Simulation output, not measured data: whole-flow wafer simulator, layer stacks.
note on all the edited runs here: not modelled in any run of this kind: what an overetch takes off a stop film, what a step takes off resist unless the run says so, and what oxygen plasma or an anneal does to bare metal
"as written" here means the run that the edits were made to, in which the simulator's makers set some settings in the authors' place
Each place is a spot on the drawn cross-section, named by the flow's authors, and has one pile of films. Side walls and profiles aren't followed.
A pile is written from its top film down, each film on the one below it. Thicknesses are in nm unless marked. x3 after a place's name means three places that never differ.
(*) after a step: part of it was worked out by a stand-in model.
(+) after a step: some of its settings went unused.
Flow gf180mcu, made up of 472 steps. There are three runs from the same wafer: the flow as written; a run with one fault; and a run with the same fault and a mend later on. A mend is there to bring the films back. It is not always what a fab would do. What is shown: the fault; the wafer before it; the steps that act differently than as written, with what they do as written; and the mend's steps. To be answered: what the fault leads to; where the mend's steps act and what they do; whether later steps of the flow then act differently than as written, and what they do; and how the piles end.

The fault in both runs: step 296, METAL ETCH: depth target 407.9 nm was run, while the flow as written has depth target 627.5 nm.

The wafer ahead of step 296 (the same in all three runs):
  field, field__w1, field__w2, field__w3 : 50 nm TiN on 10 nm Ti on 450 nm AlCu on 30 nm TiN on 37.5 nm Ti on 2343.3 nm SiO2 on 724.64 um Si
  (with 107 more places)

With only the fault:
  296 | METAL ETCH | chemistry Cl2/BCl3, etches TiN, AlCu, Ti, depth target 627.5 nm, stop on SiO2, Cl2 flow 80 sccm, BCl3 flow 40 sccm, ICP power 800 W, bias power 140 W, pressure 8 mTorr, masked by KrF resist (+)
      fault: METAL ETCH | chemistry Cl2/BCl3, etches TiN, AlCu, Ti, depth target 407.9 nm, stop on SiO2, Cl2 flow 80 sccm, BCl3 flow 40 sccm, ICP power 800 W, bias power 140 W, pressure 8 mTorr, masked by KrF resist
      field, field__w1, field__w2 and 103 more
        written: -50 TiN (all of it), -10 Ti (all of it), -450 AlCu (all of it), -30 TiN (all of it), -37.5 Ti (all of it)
        fault: -50 TiN (all of it), -10 Ti (all of it), -347.9 AlCu
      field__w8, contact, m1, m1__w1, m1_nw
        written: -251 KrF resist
        fault: -163.2 KrF resist
  Steps further on in the flow that do not act as written:
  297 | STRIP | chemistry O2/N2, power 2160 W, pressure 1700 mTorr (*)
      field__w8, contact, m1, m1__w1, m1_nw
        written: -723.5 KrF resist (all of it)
        fault: -811.4 KrF resist (all of it)
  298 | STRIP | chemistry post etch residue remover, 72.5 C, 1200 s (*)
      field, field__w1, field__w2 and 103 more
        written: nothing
        fault: -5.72 AlCu
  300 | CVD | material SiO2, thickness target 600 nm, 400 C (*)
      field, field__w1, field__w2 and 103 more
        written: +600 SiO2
        fault: +600 SiO2 (new film)
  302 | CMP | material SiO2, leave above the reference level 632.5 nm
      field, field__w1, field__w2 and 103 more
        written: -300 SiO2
        fault: -463.9 SiO2
  By the end, the piles at field, field__w1, field__w2 and 104 more depart from the flow's by more than 2% or 0.5 nm, whichever is larger.
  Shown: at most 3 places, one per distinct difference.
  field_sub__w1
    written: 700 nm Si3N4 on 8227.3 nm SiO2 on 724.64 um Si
    fault: 700 nm Si3N4 on 5720.1 nm SiO2 on 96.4 nm AlCu on 30 nm TiN on 37.5 nm Ti on 2343.2 nm SiO2 on 724.64 um Si
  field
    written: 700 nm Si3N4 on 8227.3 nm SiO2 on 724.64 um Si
    fault: 700 nm Si3N4 on 5720.1 nm SiO2 on 96.4 nm AlCu on 30 nm TiN on 37.5 nm Ti on 2343.3 nm SiO2 on 724.64 um Si
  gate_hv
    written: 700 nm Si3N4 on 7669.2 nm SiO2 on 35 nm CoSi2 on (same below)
    fault: 700 nm Si3N4 on 5720.1 nm SiO2 on 96.4 nm AlCu on 30 nm TiN on 37.5 nm Ti on 1785.1 nm SiO2 on 35 nm CoSi2 on (same below)

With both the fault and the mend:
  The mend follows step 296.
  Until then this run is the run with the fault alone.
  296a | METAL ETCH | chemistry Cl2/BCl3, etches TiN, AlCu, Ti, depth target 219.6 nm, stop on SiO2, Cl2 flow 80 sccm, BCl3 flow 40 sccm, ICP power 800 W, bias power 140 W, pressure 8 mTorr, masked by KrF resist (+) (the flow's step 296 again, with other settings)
      field, field__w1, field__w2 and 103 more
        -102.1 AlCu (all of it), -30 TiN (all of it), -37.5 Ti (all of it)
      field__w8, contact, m1, m1__w1, m1_nw
        -87.8 KrF resist
  None of the later steps of the flow acts differently than as written at any place that is followed.
  By the end, the piles equal the flow's at every place that both follow.
